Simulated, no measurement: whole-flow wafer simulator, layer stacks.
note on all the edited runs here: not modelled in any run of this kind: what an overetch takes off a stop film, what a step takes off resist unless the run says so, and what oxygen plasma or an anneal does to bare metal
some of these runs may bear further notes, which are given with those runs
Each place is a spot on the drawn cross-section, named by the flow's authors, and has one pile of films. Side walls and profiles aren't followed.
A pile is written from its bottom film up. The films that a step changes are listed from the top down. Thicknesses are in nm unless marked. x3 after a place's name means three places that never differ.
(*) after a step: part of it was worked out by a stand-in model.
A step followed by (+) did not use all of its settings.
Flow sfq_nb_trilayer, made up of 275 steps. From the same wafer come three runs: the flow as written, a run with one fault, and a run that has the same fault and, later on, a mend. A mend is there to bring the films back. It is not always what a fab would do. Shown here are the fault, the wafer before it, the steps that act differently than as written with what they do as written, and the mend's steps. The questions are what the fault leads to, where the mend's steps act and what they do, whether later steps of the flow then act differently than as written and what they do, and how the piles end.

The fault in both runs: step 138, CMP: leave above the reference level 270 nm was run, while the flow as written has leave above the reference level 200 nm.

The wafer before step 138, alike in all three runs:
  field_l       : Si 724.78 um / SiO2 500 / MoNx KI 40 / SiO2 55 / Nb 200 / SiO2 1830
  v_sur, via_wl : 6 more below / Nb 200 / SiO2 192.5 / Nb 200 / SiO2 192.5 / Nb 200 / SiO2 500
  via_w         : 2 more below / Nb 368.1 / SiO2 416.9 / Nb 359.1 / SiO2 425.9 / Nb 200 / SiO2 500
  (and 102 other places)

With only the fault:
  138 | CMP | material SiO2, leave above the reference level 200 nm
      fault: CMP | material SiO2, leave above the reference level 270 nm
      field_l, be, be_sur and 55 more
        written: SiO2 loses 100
        fault: SiO2 loses 30
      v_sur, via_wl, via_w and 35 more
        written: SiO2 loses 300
        fault: SiO2 loses 230
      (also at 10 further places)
  Steps later in the flow that act otherwise than as written (6 other steps are not shown; they differ only slightly, by no more than 2% or 0.5 nm, whichever is larger):
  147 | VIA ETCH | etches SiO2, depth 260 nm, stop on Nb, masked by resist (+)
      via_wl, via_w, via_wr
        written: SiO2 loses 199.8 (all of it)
        fault: SiO2 loses 260
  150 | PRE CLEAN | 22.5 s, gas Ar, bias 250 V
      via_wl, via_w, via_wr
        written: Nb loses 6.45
        fault: SiO2 loses 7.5
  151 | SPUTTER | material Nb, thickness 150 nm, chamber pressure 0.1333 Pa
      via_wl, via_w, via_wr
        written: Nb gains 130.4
        fault: Nb gains 123.3 (new film)
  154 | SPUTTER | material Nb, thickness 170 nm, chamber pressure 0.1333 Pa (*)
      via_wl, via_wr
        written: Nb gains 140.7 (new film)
        fault: Nb gains 103.1 (new film)
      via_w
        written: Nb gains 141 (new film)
        fault: Nb gains 136 (new film)
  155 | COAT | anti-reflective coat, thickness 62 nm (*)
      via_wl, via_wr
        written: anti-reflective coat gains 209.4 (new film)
        fault: anti-reflective coat gains 321.3 (new film)
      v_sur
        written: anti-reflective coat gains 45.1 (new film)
        fault: anti-reflective coat gains 42.8 (new film)
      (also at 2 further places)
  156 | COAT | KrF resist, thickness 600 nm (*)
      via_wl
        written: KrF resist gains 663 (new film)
        fault: KrF resist gains 648.6 (new film)
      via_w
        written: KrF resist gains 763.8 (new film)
        fault: KrF resist gains 811.1 (new film)
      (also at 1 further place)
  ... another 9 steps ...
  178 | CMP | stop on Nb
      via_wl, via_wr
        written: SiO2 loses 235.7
        fault: SiO2 loses 227.2
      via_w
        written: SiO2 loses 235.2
        fault: SiO2 loses 227.2
  The piles end different from the flow's at field_l, v_sur, via_wl and 103 more by more than 2% or 0.5 nm, whichever is larger.
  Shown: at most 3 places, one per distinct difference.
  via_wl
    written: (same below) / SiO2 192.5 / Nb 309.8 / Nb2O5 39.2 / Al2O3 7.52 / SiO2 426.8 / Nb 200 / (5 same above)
    fault: (same below) / SiO2 192.5 / Nb 200 / SiO2 2.35 / Nb 123.3 / Al 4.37 / Al2O3 0.96 / Nb2O5 52.6 / SiO2 469.8 / Nb 200 / (5 same above)
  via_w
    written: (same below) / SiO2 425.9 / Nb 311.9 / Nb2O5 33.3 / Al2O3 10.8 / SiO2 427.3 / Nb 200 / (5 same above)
    fault: (same below) / SiO2 425.9 / Nb 200 / SiO2 2.35 / Nb 110.8 / Nb2O5 34.7 / Al2O3 10.1 / SiO2 495.5 / Nb 200 / (5 same above)
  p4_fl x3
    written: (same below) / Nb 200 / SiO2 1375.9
    fault: (same below) / Nb 200 / SiO2 1445.9

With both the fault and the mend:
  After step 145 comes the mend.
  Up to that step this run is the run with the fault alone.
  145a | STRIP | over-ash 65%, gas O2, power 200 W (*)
      field_l, v_sur, via_sp and 100 more
        KrF resist loses 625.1 (all of it), anti-reflective coat loses 62 (all of it)
      via_wl, via_w, via_wr
        anti-reflective coat loses 62 (all of it)
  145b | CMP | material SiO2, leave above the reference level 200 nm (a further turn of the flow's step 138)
      field_l, v_sur, via_wl and 103 more
        SiO2 loses 70
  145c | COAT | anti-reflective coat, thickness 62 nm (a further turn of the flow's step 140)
      field_l, v_sur, via_wl and 103 more
        anti-reflective coat gains 62 (new film)
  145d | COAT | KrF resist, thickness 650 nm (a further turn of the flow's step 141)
      field_l, v_sur, via_wl and 103 more
        KrF resist gains 650 (new film)
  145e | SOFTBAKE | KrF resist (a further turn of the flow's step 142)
      alters no film at any place that is followed
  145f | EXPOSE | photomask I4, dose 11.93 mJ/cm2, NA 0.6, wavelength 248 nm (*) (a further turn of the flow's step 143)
      alters no film at any place that is followed
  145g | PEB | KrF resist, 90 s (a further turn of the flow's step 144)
      field_l, v_sur, via_wl and 103 more
        KrF resist loses 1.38
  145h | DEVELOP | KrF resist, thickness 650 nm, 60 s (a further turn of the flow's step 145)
      field_l, v_sur, via_sp and 100 more
        KrF resist loses 23.5
      via_wl, via_w, via_wr
        KrF resist loses 648.6 (all of it)
  Every later step of the flow that is run acts as written at every place that is followed.
  By the end, the piles equal the flow's at every place that both follow.
